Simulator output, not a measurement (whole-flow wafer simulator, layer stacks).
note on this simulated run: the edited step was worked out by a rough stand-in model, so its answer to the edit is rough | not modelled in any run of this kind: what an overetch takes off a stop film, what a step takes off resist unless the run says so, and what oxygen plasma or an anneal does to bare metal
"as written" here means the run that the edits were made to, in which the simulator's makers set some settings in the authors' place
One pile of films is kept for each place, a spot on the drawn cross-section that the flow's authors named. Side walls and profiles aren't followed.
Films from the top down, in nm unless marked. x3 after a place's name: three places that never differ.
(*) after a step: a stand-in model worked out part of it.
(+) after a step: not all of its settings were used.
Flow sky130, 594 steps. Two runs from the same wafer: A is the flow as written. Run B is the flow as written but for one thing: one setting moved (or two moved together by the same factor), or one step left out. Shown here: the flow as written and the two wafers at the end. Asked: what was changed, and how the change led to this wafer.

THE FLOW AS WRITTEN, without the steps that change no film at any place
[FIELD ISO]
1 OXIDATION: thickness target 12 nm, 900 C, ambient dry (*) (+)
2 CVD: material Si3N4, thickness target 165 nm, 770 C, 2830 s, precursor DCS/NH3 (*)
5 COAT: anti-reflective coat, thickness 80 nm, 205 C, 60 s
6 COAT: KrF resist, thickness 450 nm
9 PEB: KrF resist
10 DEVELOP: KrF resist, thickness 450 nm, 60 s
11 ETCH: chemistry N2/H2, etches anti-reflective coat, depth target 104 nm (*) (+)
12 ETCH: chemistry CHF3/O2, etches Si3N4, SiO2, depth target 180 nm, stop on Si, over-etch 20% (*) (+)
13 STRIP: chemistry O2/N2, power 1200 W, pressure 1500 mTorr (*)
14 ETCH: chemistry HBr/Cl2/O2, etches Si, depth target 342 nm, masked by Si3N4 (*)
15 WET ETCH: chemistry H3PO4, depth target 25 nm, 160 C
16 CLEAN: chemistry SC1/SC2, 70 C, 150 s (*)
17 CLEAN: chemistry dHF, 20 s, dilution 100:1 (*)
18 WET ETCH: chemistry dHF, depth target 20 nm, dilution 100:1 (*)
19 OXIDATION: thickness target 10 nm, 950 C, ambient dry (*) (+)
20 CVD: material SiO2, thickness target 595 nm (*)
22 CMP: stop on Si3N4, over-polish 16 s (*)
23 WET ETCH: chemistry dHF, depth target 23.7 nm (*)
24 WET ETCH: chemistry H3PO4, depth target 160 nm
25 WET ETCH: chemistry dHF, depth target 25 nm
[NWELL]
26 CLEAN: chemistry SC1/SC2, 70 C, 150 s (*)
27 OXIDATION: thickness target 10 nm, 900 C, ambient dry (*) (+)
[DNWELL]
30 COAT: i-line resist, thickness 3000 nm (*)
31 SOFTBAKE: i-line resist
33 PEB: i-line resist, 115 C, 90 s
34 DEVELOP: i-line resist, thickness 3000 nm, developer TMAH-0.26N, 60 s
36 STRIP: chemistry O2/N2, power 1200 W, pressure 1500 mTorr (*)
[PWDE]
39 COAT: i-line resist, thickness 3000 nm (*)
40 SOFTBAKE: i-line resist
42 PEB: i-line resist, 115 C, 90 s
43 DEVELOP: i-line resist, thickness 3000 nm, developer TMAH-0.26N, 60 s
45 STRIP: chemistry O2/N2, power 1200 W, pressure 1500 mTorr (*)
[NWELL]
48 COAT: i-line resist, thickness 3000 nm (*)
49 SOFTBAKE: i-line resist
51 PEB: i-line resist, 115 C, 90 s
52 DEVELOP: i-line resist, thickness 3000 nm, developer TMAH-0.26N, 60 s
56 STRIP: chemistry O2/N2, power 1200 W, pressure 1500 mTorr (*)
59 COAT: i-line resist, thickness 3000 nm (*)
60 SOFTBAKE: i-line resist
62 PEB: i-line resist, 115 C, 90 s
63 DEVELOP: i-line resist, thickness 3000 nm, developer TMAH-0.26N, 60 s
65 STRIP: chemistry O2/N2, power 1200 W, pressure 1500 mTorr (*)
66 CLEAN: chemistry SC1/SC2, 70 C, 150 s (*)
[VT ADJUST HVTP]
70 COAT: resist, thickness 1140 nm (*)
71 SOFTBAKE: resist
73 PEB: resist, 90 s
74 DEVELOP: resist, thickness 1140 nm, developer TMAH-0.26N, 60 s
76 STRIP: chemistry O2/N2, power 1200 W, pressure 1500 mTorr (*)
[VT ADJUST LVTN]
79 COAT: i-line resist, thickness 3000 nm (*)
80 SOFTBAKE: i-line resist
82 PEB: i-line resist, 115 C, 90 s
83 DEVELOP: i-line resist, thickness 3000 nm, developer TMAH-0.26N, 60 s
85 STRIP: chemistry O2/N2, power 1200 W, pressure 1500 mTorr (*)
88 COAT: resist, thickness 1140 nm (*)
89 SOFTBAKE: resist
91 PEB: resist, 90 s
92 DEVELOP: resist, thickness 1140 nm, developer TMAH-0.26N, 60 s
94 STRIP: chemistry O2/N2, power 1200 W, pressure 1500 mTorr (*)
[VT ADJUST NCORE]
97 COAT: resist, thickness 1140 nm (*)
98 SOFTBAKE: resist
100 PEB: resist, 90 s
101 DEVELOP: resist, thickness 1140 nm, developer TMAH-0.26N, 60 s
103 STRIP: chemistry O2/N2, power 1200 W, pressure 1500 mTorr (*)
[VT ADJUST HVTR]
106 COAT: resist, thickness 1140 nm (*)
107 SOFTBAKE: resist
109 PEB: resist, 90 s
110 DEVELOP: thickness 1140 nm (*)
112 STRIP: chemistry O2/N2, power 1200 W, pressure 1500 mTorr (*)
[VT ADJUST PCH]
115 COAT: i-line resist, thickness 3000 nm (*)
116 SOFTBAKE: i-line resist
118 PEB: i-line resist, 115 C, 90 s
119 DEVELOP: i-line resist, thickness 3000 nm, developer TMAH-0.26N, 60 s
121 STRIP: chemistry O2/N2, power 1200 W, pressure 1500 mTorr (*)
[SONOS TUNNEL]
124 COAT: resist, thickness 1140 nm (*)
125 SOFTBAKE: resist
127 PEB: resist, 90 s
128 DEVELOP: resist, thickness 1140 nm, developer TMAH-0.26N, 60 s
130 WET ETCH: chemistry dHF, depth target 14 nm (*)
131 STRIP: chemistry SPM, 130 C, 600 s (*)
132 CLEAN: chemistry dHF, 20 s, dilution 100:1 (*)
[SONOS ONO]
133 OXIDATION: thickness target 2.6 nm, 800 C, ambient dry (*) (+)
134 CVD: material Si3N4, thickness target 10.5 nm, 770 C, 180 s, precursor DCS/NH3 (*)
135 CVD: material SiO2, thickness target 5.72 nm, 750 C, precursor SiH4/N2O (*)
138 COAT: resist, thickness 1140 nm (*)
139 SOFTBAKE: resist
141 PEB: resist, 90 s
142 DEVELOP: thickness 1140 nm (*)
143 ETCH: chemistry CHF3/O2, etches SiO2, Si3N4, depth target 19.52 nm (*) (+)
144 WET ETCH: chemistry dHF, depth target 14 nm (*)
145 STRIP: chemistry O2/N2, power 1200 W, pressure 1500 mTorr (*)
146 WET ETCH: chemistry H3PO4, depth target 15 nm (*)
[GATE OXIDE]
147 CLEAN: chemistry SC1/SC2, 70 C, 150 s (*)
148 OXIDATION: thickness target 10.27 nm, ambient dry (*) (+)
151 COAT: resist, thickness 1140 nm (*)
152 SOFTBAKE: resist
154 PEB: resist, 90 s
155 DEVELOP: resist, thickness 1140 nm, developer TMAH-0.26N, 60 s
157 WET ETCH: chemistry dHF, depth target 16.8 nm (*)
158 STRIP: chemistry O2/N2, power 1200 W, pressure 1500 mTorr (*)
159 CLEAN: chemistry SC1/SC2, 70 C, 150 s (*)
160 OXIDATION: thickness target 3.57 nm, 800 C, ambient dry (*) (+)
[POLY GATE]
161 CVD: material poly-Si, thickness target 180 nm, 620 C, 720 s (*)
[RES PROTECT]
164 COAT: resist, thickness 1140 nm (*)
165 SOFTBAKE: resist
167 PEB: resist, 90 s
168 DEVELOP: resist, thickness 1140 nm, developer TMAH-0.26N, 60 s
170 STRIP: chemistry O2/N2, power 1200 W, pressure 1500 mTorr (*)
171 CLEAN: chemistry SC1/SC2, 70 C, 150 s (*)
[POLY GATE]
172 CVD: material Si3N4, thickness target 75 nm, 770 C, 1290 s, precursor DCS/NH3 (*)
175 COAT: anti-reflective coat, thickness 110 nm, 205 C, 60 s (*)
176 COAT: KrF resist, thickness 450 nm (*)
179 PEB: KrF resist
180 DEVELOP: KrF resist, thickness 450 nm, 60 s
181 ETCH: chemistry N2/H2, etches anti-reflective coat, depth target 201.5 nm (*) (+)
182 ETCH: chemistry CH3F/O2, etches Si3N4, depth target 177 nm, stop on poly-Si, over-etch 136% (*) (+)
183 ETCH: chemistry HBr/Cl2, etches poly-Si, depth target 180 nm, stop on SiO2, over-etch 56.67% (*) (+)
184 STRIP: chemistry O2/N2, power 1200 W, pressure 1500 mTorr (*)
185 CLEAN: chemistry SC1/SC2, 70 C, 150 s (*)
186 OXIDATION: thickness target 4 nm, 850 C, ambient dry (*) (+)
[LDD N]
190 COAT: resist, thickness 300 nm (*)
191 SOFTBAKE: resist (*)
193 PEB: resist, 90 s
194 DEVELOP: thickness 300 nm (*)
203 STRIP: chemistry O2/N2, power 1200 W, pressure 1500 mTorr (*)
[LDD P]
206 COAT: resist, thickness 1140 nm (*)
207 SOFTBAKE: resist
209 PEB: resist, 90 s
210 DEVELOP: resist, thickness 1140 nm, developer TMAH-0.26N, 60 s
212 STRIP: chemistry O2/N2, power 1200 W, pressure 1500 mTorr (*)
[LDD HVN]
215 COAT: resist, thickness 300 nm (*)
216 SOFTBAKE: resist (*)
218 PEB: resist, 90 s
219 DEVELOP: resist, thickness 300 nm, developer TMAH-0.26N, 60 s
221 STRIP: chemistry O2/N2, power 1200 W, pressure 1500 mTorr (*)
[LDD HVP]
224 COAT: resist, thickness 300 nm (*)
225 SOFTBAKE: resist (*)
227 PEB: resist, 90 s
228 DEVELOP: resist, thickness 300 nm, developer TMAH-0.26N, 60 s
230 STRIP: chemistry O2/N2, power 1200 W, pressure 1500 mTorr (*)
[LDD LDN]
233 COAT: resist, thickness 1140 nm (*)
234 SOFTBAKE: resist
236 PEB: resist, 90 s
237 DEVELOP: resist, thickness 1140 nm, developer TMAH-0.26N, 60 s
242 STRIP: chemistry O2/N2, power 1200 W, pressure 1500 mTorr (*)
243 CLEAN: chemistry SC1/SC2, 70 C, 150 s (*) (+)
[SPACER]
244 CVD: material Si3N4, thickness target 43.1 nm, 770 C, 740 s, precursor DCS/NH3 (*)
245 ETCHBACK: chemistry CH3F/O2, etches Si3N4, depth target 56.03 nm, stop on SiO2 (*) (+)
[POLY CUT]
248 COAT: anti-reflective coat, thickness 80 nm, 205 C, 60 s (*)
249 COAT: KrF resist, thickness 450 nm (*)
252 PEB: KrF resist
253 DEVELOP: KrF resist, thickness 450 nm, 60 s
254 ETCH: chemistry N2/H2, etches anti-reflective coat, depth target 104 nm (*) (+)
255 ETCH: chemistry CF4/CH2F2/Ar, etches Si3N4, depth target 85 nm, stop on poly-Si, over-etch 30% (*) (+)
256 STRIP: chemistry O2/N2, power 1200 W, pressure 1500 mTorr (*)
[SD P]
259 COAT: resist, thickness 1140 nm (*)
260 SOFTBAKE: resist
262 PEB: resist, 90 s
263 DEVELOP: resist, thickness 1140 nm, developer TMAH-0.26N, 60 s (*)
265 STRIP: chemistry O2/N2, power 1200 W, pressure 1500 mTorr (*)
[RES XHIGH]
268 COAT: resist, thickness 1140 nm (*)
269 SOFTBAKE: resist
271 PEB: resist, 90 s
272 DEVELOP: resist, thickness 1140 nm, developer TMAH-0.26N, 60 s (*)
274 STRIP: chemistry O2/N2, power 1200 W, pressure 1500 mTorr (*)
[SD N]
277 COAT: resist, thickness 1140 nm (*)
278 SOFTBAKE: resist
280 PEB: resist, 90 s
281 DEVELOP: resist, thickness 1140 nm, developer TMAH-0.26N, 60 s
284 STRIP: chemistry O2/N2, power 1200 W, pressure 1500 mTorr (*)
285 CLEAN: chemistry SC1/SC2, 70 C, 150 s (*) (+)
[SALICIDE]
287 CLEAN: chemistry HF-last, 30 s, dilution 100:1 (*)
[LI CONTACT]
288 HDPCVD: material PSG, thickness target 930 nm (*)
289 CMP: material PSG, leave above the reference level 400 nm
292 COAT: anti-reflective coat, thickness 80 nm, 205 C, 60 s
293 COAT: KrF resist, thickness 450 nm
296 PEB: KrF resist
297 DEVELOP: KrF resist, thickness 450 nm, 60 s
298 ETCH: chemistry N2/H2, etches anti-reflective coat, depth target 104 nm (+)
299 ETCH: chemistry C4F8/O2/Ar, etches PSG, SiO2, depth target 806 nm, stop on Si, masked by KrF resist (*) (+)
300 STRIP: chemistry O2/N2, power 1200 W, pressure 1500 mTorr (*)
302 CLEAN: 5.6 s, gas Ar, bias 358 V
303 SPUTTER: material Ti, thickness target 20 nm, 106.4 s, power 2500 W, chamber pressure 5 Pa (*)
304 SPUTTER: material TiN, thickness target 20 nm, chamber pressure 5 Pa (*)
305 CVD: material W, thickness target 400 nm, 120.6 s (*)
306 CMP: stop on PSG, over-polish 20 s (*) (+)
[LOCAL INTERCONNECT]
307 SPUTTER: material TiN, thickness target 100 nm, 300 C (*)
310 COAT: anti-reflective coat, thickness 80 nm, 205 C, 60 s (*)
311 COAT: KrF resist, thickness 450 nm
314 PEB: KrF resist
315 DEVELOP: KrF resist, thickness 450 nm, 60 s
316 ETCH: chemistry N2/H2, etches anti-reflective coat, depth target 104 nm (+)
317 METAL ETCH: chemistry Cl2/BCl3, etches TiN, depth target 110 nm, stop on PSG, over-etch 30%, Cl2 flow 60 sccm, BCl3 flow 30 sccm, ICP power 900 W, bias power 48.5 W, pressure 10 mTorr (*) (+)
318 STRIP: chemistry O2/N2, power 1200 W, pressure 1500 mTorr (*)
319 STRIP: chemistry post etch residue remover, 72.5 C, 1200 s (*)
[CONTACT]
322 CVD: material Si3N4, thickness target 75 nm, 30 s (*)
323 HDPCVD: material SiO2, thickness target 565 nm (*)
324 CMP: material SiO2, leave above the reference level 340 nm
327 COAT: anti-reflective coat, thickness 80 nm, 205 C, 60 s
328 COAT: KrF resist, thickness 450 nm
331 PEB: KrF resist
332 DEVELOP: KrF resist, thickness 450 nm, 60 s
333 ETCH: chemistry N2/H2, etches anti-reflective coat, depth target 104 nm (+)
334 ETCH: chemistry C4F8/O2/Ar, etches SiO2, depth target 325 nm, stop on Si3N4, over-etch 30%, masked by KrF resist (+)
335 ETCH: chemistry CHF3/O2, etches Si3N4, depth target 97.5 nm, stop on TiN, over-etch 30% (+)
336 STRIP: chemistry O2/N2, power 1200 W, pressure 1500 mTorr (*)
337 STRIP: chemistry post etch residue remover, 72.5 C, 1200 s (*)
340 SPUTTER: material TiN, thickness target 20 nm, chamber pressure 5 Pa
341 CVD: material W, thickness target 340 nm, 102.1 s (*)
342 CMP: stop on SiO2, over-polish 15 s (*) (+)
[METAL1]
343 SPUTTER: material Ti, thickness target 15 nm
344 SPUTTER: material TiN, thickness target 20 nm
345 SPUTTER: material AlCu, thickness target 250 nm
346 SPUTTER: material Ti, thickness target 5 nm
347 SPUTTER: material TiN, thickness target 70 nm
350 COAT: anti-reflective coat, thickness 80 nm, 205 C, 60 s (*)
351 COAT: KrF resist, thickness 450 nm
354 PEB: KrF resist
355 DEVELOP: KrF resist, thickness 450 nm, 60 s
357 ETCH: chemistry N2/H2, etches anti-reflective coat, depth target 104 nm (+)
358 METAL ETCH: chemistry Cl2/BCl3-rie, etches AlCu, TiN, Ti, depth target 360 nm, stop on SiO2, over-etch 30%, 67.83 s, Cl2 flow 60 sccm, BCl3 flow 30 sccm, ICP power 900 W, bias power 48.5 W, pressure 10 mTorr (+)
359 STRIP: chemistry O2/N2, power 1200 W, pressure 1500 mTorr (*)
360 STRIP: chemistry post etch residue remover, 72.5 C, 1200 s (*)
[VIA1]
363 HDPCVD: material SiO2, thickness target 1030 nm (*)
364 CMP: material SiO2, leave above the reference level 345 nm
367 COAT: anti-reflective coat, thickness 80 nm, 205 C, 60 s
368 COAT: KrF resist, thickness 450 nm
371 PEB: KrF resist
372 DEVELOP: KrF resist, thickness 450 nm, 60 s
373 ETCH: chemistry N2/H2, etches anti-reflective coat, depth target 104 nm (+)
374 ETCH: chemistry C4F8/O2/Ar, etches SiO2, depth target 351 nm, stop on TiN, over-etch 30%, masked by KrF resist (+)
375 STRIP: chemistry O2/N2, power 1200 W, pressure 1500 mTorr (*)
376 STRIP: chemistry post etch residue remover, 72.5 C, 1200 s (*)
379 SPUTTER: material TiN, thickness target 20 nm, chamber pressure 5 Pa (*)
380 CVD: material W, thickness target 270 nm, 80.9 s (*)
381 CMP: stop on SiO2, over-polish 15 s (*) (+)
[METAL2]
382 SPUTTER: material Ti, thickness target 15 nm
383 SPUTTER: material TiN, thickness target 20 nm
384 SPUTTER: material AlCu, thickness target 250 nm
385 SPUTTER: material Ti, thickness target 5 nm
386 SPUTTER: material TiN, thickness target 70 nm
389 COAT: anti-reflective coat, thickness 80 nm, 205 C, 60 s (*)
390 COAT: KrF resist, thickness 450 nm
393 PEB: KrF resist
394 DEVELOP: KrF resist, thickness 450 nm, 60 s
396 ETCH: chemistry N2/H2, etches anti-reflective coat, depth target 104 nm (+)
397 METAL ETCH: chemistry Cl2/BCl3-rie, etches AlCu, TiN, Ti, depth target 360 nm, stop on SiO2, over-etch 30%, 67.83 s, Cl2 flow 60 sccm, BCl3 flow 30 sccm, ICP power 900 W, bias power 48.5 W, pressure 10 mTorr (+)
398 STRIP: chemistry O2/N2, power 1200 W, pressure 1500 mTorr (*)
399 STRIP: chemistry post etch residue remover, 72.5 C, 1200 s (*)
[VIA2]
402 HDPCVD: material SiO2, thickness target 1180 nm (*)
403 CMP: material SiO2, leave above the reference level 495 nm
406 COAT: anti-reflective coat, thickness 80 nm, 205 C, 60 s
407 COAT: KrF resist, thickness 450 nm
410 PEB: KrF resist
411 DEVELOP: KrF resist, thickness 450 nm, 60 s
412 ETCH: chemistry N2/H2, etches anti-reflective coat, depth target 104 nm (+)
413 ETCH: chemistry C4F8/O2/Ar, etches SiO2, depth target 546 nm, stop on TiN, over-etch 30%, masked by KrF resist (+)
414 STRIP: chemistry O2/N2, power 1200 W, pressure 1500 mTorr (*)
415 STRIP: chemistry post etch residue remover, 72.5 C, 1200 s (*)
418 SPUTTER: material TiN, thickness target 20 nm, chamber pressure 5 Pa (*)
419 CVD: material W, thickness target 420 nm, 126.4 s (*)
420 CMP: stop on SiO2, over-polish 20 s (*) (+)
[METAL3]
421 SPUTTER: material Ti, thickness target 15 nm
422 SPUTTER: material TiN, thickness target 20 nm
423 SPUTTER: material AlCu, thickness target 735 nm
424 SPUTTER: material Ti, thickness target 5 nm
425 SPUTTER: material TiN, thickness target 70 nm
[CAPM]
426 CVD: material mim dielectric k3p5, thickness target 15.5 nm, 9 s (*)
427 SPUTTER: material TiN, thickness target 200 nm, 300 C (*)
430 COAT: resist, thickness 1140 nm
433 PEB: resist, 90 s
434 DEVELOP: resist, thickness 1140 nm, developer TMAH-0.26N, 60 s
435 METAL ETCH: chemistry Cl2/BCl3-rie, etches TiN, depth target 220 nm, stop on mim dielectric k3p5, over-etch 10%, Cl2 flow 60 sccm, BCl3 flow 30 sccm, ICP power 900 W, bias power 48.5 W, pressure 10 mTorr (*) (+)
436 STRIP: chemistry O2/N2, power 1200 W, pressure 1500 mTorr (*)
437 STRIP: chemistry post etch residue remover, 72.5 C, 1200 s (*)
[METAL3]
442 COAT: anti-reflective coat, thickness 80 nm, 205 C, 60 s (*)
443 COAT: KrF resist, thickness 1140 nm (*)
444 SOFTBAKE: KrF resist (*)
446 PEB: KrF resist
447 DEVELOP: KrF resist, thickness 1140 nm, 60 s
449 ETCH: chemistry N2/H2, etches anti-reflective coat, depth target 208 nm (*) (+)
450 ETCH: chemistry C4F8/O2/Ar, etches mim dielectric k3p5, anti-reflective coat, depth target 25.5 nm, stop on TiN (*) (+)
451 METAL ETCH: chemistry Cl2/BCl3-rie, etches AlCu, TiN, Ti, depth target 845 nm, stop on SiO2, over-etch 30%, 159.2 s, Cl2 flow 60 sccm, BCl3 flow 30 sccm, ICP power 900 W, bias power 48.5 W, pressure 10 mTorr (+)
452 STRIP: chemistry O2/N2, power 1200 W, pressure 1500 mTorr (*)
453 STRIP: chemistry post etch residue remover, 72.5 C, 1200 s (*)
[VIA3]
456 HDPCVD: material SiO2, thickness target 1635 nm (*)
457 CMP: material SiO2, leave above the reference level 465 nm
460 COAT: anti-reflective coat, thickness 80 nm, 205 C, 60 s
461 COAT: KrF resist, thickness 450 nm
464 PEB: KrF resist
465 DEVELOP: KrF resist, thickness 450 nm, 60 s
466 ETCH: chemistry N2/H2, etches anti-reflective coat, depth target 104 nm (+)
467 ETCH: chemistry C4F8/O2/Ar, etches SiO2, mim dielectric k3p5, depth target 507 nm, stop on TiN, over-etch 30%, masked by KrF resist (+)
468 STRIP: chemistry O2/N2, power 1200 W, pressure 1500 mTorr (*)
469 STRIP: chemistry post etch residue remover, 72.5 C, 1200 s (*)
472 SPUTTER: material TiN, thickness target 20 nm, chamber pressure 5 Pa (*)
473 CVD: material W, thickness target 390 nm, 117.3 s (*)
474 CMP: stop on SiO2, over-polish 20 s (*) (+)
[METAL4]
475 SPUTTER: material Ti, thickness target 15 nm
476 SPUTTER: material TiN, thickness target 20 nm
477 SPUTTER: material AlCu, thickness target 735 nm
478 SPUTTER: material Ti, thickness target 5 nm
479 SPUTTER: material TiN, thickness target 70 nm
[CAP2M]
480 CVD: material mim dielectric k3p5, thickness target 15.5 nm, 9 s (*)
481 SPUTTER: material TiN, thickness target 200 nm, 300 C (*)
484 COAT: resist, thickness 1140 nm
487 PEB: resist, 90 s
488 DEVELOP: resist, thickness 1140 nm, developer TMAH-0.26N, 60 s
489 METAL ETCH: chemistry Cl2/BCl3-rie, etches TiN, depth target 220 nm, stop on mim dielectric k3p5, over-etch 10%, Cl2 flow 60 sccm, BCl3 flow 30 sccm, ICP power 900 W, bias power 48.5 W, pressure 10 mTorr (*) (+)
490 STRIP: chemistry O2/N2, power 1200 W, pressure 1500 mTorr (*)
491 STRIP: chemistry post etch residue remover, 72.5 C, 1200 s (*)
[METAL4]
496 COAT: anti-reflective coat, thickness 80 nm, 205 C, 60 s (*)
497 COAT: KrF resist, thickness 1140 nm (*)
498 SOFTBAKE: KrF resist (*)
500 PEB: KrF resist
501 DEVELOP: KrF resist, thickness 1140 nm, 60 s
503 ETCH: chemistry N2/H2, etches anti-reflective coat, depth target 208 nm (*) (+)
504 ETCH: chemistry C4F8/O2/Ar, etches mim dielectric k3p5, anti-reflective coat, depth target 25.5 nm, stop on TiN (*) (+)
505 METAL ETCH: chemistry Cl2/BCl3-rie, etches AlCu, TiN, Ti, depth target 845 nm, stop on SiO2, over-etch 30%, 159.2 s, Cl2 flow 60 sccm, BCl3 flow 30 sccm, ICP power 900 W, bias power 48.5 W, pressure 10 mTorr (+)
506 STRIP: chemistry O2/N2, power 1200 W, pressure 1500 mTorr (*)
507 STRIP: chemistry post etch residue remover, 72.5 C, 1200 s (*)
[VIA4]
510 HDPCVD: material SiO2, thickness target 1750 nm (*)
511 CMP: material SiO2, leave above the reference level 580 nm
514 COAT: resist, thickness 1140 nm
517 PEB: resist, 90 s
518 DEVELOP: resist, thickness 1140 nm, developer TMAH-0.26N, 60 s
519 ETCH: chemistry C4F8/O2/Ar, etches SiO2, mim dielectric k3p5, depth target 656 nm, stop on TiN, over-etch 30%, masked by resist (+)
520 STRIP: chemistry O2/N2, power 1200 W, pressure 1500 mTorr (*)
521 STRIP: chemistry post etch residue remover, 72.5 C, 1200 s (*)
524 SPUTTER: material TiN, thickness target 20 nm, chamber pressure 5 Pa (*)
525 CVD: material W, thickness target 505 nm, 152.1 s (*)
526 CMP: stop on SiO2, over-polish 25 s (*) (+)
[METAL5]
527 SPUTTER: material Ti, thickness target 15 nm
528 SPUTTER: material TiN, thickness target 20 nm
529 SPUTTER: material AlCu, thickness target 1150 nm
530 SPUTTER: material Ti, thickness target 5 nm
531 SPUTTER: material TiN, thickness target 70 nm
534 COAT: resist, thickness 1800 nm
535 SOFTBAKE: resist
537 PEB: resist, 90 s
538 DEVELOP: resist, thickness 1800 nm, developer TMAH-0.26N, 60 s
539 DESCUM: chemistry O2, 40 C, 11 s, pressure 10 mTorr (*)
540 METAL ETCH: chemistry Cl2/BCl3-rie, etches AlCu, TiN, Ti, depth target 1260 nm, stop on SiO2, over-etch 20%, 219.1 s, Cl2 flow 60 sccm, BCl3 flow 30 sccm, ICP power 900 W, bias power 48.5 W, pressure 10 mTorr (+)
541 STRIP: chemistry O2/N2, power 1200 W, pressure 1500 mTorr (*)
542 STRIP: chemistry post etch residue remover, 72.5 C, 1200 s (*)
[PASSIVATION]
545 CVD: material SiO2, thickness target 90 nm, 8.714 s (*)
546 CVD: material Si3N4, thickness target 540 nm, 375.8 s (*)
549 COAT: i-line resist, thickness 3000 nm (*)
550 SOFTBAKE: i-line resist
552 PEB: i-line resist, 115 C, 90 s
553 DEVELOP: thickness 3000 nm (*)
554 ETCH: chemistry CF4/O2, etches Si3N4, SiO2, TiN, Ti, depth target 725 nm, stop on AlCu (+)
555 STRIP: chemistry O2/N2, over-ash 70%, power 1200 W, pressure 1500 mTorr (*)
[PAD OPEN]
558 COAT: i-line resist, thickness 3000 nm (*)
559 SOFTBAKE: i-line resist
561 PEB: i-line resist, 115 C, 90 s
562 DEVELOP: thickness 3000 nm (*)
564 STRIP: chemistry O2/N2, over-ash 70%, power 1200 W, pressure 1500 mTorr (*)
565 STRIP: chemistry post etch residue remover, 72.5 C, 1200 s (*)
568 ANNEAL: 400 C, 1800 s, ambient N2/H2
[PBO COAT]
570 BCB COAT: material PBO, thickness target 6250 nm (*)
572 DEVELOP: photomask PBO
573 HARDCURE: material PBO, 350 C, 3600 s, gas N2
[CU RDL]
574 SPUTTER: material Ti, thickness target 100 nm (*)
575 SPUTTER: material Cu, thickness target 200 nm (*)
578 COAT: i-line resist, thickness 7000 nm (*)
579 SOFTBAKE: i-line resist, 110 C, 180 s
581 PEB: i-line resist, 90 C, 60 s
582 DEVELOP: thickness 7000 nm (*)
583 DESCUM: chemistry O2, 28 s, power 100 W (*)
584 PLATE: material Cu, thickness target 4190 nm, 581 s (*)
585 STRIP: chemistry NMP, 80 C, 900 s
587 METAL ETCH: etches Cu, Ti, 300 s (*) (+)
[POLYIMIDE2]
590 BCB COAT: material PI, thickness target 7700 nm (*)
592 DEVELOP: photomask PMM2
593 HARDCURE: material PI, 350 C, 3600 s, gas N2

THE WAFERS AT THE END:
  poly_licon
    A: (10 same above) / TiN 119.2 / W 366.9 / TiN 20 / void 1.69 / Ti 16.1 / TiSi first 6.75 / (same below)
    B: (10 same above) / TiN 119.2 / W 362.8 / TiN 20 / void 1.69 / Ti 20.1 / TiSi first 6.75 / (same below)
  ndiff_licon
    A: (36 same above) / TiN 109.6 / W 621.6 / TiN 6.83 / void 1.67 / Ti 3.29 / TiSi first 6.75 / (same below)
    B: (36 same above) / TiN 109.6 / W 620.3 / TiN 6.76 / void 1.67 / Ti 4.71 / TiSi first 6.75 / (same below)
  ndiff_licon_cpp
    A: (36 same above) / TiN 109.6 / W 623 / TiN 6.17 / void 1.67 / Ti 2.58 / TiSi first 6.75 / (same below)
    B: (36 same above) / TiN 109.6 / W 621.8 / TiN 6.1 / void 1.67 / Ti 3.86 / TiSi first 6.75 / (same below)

The cause: step 303, SPUTTER: 127.6 s was run, where the flow has 106.4 s.

How the change led to this, step by step:
  303 SPUTTER: material Ti, thickness target 20 nm, 106.4 s, power 2500 W, chamber pressure 5 Pa (*)
      field, active, n_well and 185 more: A Ti +20 (new film) | B Ti +24 (new film)
      ndiff_licon: A Ti +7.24 (new film) | B Ti +8.66 (new film)
      (and at 2 more places)
  306 CMP: stop on PSG, over-polish 20 s (*) (+)
      field, active, n_well and 184 more: A W -400 (all of it), TiN -20 (all of it), Ti -20 (all of it), PSG -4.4 | B W -400 (all of it), TiN -20 (all of it), Ti -24 (all of it), PSG -4.4
      poly_licon: A W -33.1 | B W -37.2
